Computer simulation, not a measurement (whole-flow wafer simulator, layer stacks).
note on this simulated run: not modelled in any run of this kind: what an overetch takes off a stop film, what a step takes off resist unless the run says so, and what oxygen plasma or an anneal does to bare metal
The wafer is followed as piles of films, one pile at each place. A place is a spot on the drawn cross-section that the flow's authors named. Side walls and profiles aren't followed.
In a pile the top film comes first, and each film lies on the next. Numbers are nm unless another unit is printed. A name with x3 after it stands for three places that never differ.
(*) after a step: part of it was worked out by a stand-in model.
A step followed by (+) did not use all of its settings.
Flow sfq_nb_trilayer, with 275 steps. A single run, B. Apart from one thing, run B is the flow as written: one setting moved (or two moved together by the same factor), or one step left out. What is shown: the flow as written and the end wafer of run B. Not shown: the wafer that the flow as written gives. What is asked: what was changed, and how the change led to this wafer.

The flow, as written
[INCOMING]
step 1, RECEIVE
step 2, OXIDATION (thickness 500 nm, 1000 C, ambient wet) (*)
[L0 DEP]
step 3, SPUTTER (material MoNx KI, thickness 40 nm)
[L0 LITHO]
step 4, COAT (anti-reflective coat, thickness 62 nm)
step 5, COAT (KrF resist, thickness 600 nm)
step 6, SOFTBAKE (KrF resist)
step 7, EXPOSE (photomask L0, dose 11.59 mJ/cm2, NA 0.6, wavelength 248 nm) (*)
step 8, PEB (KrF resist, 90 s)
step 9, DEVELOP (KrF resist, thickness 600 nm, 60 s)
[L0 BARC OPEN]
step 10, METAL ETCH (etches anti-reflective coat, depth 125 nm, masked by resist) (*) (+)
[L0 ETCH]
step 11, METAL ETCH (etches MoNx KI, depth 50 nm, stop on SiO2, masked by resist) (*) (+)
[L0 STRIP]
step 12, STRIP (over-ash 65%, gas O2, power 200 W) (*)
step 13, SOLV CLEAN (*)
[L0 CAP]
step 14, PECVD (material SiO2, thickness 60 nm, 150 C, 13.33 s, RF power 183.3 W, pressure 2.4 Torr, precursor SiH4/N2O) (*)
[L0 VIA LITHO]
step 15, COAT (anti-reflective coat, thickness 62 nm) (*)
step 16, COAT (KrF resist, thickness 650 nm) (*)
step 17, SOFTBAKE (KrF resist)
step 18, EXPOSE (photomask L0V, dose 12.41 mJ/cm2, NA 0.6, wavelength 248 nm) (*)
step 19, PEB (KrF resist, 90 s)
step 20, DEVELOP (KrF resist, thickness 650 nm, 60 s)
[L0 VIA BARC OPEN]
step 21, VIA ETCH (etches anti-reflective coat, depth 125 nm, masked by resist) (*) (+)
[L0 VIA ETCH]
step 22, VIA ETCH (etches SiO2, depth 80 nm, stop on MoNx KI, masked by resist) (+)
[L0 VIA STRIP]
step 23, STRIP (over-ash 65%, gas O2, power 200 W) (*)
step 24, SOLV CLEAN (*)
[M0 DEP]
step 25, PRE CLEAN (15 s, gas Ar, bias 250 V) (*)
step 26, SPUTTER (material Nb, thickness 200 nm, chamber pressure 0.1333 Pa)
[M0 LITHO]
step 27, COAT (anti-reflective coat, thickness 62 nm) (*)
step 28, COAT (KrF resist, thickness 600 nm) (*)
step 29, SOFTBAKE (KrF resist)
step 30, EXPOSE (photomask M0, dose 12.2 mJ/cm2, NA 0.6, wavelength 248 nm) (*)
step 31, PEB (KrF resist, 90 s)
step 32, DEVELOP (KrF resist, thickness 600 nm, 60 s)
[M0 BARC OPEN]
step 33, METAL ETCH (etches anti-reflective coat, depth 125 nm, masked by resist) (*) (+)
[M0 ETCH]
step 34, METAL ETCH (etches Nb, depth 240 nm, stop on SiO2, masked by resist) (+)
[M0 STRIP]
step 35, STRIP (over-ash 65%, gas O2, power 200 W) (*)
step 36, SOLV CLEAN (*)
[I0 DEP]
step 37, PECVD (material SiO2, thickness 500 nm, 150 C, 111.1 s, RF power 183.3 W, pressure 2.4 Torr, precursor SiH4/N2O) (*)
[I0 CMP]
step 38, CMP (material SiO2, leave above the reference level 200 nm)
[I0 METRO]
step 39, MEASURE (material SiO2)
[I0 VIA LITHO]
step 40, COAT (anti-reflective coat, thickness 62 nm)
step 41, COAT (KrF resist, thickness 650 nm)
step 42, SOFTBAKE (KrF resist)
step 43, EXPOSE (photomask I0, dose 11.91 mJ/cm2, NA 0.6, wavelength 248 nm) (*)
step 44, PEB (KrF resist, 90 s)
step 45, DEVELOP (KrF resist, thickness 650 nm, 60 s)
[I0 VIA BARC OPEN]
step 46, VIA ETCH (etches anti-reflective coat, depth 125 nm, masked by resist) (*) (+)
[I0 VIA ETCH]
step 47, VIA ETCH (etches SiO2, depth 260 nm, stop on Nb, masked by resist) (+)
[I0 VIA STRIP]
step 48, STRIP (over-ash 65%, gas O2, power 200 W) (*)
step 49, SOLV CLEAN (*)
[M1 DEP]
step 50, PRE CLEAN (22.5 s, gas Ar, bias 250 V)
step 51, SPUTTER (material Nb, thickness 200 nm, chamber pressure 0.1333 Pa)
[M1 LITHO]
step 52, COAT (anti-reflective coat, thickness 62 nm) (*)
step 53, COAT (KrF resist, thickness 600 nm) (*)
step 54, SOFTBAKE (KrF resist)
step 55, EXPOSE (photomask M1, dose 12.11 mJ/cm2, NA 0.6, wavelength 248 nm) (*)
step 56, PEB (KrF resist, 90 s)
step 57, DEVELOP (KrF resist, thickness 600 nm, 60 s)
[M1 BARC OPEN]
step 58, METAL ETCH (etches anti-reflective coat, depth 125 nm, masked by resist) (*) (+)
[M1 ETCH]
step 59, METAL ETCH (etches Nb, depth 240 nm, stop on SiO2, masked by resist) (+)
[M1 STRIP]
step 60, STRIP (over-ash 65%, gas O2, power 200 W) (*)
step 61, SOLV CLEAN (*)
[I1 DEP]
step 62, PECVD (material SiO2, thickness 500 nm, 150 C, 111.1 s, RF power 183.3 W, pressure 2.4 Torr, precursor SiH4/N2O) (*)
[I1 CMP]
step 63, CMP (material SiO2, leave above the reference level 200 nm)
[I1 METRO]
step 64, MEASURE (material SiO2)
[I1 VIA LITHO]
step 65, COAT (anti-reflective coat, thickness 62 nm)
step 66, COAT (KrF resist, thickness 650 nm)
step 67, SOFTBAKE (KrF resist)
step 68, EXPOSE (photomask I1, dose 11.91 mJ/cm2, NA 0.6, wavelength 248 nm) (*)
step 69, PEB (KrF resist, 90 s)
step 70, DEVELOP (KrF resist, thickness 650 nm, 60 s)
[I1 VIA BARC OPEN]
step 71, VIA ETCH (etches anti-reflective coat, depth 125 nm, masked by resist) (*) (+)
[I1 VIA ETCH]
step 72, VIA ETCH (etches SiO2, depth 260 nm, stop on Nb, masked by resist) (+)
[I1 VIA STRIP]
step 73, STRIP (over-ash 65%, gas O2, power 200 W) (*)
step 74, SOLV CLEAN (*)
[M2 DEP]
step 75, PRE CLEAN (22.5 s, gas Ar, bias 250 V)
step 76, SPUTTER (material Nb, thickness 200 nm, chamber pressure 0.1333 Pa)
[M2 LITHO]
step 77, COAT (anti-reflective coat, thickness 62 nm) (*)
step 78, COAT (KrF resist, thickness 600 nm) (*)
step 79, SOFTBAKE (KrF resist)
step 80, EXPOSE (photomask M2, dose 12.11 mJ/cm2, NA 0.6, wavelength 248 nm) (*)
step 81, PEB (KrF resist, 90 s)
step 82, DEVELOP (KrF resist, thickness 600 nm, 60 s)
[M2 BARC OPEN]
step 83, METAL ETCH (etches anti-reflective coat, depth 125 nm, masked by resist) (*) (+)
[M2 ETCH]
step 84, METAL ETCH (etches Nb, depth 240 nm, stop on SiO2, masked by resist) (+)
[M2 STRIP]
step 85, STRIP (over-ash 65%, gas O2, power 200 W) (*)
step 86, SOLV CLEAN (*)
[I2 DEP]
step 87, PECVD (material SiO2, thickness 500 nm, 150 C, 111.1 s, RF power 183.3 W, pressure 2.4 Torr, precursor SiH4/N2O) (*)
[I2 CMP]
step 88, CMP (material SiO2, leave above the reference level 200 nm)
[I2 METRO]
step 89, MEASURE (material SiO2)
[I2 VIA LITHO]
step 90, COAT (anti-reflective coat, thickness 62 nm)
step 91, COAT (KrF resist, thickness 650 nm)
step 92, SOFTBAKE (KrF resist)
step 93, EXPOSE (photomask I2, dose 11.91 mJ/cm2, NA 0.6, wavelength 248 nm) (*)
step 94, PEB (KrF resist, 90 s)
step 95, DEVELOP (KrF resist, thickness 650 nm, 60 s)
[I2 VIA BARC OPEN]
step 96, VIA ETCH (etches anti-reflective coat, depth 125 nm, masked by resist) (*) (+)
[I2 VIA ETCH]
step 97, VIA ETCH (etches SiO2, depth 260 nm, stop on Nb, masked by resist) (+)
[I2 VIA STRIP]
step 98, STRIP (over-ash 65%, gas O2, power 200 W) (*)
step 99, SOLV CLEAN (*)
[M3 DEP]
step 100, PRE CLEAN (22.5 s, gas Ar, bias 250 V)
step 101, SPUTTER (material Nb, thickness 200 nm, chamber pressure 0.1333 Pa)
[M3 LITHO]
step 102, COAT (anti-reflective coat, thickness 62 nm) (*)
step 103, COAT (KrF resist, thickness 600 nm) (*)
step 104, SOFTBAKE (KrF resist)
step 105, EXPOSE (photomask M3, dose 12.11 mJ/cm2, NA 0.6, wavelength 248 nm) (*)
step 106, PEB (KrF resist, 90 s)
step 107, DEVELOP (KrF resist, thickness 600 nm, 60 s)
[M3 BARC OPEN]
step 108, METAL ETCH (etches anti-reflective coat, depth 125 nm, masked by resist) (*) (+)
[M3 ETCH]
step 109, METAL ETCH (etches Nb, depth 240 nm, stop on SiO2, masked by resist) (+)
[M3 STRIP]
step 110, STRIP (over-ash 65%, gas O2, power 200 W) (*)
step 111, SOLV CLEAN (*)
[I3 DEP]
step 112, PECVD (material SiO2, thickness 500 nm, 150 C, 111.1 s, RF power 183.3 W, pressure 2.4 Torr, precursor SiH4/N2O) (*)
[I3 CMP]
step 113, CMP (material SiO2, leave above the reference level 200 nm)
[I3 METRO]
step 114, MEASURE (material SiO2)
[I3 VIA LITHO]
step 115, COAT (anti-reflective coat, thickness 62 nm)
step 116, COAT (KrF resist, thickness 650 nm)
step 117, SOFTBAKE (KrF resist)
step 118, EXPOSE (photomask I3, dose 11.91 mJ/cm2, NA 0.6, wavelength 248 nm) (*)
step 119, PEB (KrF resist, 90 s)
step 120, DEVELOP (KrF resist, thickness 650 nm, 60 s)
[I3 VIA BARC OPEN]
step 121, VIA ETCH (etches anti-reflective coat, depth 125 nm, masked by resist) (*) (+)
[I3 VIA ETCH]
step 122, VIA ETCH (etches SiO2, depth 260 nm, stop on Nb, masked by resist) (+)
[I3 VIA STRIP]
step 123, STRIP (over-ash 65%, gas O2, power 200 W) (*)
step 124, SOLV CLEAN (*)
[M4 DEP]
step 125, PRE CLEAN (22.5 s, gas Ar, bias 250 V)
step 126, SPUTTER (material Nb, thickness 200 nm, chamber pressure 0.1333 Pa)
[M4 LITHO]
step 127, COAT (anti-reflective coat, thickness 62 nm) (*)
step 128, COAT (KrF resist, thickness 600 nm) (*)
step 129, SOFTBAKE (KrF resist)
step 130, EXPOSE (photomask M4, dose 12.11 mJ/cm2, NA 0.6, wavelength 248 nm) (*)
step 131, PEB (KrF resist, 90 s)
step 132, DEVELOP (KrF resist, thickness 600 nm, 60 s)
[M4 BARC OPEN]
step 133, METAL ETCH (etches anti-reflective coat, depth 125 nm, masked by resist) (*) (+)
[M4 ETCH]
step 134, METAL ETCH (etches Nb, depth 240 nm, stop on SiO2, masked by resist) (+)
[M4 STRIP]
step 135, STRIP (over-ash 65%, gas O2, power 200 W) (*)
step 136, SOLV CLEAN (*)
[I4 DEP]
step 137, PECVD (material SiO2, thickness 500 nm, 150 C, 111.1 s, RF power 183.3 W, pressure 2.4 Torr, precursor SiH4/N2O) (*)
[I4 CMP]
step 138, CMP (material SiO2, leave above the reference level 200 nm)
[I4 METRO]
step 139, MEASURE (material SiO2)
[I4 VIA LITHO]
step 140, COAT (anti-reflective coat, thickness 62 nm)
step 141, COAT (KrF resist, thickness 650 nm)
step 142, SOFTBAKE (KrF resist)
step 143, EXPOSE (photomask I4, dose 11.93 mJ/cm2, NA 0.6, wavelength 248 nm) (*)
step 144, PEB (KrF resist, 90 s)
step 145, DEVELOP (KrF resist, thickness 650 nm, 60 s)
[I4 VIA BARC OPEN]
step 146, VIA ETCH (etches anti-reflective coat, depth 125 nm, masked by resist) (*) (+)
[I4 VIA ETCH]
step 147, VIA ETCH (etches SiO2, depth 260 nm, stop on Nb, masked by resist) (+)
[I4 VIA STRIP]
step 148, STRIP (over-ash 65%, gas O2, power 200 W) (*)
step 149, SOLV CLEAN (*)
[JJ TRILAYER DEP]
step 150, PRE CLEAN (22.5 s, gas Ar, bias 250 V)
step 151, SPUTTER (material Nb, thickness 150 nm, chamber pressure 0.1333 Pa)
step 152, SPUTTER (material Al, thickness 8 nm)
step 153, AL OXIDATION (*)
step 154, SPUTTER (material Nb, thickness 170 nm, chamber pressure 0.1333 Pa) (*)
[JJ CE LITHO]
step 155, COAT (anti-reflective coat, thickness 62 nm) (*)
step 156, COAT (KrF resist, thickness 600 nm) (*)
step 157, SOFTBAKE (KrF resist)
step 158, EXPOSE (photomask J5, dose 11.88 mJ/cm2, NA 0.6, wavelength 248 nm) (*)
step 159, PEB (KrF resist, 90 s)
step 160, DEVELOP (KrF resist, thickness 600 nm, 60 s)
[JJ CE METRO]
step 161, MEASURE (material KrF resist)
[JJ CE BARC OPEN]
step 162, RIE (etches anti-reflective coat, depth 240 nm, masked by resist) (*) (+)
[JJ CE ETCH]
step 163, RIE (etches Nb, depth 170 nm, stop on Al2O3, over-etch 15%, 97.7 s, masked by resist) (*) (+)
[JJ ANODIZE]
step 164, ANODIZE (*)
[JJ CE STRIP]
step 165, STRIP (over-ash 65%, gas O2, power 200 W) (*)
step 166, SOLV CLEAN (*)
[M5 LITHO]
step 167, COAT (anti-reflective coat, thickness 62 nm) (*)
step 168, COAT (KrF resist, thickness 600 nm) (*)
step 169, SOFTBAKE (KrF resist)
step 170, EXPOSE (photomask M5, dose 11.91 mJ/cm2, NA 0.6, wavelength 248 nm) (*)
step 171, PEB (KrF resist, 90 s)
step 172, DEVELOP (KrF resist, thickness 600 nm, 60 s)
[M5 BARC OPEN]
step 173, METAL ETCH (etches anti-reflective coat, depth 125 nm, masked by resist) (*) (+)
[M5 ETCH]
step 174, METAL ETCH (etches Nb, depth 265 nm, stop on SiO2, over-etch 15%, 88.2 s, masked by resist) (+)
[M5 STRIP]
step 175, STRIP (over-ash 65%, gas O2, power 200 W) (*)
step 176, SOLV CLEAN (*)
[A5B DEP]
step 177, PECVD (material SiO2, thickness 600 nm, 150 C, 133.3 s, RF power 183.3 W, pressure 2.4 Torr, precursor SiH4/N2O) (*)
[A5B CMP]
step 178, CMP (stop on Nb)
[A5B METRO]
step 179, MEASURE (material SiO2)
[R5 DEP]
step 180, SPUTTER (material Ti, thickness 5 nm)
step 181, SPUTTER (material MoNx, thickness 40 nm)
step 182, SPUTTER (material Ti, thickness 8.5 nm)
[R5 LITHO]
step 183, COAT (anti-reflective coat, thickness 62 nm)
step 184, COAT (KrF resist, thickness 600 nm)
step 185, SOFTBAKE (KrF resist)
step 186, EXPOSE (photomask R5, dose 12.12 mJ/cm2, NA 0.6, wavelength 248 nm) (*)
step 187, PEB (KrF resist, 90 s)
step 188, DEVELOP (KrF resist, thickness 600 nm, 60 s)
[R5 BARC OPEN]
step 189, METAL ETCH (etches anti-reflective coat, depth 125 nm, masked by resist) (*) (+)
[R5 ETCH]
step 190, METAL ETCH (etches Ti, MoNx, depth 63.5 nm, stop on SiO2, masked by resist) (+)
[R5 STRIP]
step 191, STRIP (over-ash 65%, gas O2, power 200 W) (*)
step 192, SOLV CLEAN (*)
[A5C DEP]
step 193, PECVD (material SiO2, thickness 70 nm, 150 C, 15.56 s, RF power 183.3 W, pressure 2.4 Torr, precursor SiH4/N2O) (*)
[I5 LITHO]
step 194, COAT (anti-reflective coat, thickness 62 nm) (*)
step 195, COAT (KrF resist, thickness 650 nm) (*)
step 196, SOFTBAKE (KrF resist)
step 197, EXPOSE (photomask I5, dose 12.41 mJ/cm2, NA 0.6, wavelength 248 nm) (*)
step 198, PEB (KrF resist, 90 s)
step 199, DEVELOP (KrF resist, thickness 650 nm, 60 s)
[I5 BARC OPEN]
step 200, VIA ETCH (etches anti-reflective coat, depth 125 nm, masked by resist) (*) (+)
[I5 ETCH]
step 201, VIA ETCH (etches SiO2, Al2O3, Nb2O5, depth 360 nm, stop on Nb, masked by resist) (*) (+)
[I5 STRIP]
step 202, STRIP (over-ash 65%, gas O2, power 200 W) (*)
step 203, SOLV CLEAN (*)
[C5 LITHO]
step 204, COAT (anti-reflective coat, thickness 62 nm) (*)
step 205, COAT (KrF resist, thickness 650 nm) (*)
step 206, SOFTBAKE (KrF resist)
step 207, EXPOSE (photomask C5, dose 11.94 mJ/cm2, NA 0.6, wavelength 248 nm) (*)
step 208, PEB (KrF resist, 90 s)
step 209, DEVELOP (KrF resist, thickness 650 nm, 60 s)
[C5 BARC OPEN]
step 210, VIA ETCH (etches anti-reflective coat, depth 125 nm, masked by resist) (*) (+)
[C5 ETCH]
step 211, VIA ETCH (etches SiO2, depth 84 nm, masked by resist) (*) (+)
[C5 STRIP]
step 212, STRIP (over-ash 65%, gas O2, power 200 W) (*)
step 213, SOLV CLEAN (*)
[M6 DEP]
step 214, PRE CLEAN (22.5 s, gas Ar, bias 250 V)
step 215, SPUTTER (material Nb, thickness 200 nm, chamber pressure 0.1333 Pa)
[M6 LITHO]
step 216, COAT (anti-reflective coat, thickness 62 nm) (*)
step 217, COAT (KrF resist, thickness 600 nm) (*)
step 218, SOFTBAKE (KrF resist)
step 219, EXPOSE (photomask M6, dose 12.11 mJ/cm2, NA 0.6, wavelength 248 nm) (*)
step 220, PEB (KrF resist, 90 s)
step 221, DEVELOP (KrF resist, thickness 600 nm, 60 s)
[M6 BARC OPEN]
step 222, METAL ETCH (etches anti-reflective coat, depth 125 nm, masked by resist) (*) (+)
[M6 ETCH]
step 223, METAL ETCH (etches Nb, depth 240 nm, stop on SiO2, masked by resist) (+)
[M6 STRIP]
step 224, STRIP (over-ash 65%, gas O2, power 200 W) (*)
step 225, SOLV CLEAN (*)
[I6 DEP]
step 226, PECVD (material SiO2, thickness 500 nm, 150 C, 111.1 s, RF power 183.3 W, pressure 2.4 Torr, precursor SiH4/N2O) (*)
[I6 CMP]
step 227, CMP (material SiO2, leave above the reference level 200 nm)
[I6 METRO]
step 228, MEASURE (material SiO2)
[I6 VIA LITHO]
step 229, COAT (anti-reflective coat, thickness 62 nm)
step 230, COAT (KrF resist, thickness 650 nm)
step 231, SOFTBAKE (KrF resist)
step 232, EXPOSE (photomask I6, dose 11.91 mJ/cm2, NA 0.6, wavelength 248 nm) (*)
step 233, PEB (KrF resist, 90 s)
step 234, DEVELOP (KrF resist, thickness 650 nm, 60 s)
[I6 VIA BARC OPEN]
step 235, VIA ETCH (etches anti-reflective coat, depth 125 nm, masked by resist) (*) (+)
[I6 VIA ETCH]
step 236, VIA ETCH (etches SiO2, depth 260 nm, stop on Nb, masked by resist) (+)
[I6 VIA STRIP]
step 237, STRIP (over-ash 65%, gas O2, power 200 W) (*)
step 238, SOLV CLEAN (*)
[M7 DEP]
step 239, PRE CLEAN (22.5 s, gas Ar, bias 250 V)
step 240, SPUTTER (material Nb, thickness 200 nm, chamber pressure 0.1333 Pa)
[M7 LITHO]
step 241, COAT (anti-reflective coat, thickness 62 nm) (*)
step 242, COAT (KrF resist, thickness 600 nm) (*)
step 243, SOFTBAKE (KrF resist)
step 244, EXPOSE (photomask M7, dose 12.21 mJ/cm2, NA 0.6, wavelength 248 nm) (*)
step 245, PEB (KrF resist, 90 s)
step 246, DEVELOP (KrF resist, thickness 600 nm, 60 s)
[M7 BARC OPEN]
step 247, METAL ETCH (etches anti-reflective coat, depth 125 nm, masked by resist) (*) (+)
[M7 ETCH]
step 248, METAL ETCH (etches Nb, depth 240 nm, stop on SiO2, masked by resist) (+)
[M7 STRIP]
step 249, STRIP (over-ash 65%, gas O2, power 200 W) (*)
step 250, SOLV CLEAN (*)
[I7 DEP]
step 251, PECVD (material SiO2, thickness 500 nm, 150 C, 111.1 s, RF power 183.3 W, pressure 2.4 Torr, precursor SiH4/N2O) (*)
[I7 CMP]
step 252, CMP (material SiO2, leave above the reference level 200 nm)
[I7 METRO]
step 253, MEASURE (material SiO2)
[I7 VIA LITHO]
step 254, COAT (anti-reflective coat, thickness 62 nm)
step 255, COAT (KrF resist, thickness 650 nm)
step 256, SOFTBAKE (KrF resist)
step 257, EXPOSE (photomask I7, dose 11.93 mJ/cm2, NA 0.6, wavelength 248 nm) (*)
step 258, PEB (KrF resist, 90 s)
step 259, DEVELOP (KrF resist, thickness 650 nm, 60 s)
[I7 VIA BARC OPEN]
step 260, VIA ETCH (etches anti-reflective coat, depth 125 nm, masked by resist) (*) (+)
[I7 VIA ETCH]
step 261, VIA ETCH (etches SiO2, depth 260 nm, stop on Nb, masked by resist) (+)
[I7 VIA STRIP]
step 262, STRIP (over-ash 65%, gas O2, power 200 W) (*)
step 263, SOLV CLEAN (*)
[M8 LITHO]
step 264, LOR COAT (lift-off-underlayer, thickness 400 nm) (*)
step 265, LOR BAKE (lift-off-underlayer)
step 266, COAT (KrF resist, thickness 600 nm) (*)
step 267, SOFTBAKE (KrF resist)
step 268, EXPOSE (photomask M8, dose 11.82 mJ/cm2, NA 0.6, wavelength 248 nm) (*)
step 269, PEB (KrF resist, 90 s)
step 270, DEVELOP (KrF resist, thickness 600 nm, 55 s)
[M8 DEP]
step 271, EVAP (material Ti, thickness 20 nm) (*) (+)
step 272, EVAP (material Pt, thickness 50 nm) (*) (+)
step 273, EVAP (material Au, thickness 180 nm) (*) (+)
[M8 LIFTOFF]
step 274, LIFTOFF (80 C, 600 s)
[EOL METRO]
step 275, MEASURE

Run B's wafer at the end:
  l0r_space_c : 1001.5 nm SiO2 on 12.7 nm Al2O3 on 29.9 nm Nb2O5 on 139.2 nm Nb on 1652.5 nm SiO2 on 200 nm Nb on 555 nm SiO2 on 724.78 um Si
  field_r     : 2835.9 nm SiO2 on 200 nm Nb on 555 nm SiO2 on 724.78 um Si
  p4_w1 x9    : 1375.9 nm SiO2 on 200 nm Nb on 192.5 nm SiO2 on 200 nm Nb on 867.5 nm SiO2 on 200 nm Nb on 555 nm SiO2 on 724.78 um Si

What caused this: step 76, SPUTTER: thickness 90 nm was run, though the flow has thickness 200 nm.

Step by step, how the change led to this:
  step 76, SPUTTER (material Nb, thickness 200 nm, chamber pressure 0.1333 Pa)
      field_l, v_sur, via_wl and 102 more: +90 Nb (new film) (as written it would have been: +200 Nb (new film))
      via_v: +79.3 Nb (as written it would have been: +174.5 Nb)
  step 77, COAT (anti-reflective coat, thickness 62 nm) (*)
      via_v: +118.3 anti-reflective coat (new film) (as written it would have been: +123.1 anti-reflective coat (new film))
  step 84, METAL ETCH (etches Nb, depth 240 nm, stop on SiO2, masked by resist) (+)
      field_l, be, be_sur and 81 more: -90 Nb (all of it) (as written it would have been: -200 Nb (all of it))
      v_sur, via_wl, via_w and 19 more: -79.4 KrF resist (as written it would have been: -141.2 KrF resist)
  step 85, STRIP (over-ash 65%, gas O2, power 200 W) (*)
      wl_j_sl, wl_jj, wl_j_sr and 12 more: -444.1 KrF resist (all of it), -62 anti-reflective coat (all of it) (as written it would have been: -382.4 KrF resist (all of it), -62 anti-reflective coat (all of it))
      v_sur: -442.1 KrF resist (all of it), -61.4 anti-reflective coat (all of it) (as written it would have been: -380 KrF resist (all of it), -61.4 anti-reflective coat (all of it))
      (and at 6 other places as well)
  step 87, PECVD (material SiO2, thickness 500 nm, 150 C, 111.1 s, RF power 183.3 W, pressure 2.4 Torr, precursor SiH4/N2O) (*)
      via_v: +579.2 SiO2 (new film) (as written it would have been: +606 SiO2 (new film))
  step 88, CMP (material SiO2, leave above the reference level 200 nm)
      field_l, be, be_sur and 81 more: -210 SiO2 (as written it would have been: -100 SiO2)
      via_v: -169.5 SiO2 (as written it would have been: -181.6 SiO2)
